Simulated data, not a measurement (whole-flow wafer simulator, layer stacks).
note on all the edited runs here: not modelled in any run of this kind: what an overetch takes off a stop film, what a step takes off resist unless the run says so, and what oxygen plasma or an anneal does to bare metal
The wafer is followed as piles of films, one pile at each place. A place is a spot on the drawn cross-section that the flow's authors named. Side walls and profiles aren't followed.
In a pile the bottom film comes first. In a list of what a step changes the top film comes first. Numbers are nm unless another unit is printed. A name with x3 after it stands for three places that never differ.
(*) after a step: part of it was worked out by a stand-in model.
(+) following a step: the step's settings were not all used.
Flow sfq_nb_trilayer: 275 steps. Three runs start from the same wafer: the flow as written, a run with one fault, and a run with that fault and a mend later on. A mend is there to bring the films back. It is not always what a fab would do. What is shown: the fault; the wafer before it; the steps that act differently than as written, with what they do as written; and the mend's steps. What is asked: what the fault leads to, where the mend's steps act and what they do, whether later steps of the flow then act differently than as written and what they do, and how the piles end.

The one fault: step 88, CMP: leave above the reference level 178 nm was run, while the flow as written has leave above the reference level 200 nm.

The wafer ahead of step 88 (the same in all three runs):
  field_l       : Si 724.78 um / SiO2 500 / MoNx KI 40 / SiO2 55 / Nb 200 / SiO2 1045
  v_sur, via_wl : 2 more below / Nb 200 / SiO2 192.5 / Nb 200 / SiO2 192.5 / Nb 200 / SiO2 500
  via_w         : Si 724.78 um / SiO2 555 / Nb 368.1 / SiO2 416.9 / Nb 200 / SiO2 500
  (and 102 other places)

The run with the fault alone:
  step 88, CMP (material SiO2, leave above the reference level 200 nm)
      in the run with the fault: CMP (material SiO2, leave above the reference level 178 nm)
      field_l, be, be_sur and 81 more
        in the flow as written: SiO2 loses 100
        in the run with the fault: SiO2 loses 122
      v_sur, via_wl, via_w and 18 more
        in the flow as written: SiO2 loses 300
        in the run with the fault: SiO2 loses 322
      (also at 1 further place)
  Steps later in the flow that act otherwise than as written (3 more steps, not shown, differ only slightly: by at most 2% or 0.5 nm, whichever is larger):
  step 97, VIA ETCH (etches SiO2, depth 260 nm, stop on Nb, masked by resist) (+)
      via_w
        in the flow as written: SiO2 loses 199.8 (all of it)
        in the run with the fault: SiO2 loses 177.8 (all of it)
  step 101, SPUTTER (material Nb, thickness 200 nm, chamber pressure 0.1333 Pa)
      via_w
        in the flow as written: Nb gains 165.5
        in the run with the fault: Nb gains 170.3
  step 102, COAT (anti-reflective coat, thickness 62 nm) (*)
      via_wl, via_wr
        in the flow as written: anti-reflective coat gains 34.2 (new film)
        in the run with the fault: anti-reflective coat gains 35.3 (new film)
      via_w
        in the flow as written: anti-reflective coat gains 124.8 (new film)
        in the run with the fault: anti-reflective coat gains 119.8 (new film)
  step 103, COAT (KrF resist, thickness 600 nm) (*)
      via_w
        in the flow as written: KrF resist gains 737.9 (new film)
        in the run with the fault: KrF resist gains 719.8 (new film)
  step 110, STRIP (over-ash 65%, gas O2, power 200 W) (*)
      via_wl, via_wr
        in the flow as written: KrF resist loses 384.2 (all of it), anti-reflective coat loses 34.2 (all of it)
        in the run with the fault: KrF resist loses 386 (all of it), anti-reflective coat loses 35.3 (all of it)
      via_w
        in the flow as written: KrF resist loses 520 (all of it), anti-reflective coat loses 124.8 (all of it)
        in the run with the fault: KrF resist loses 501.9 (all of it), anti-reflective coat loses 119.8 (all of it)
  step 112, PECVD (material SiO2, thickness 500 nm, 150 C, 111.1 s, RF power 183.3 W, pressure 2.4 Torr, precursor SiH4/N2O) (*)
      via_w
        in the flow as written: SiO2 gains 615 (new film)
        in the run with the fault: SiO2 gains 588.2 (new film)
  The piles end different from the flow's at v_sur, via_wl, via_w and 29 more by more than 2% or 0.5 nm, whichever is larger.
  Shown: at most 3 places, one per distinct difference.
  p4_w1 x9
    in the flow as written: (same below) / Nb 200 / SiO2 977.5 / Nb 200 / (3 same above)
    in the run with the fault: (same below) / Nb 200 / SiO2 955.5 / Nb 200 / (3 same above)
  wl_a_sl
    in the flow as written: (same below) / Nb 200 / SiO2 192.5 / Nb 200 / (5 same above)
    in the run with the fault: (same below) / Nb 200 / SiO2 170.5 / Nb 200 / (5 same above)
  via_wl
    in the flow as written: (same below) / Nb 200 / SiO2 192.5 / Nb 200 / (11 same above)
    in the run with the fault: (same below) / Nb 200 / SiO2 170.5 / Nb 200 / (11 same above)

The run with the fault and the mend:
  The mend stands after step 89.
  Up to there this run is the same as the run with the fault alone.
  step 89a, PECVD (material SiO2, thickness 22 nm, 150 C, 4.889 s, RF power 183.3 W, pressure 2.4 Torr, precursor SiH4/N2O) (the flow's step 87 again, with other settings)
      field_l, v_sur, via_wl and 103 more
        SiO2 gains 22
  Later steps of the flow that are run all act as written at every place that is followed, up to a difference of at most 2% or 0.5 nm, whichever is larger.
  The piles end the same as the flow's at every place that both follow.
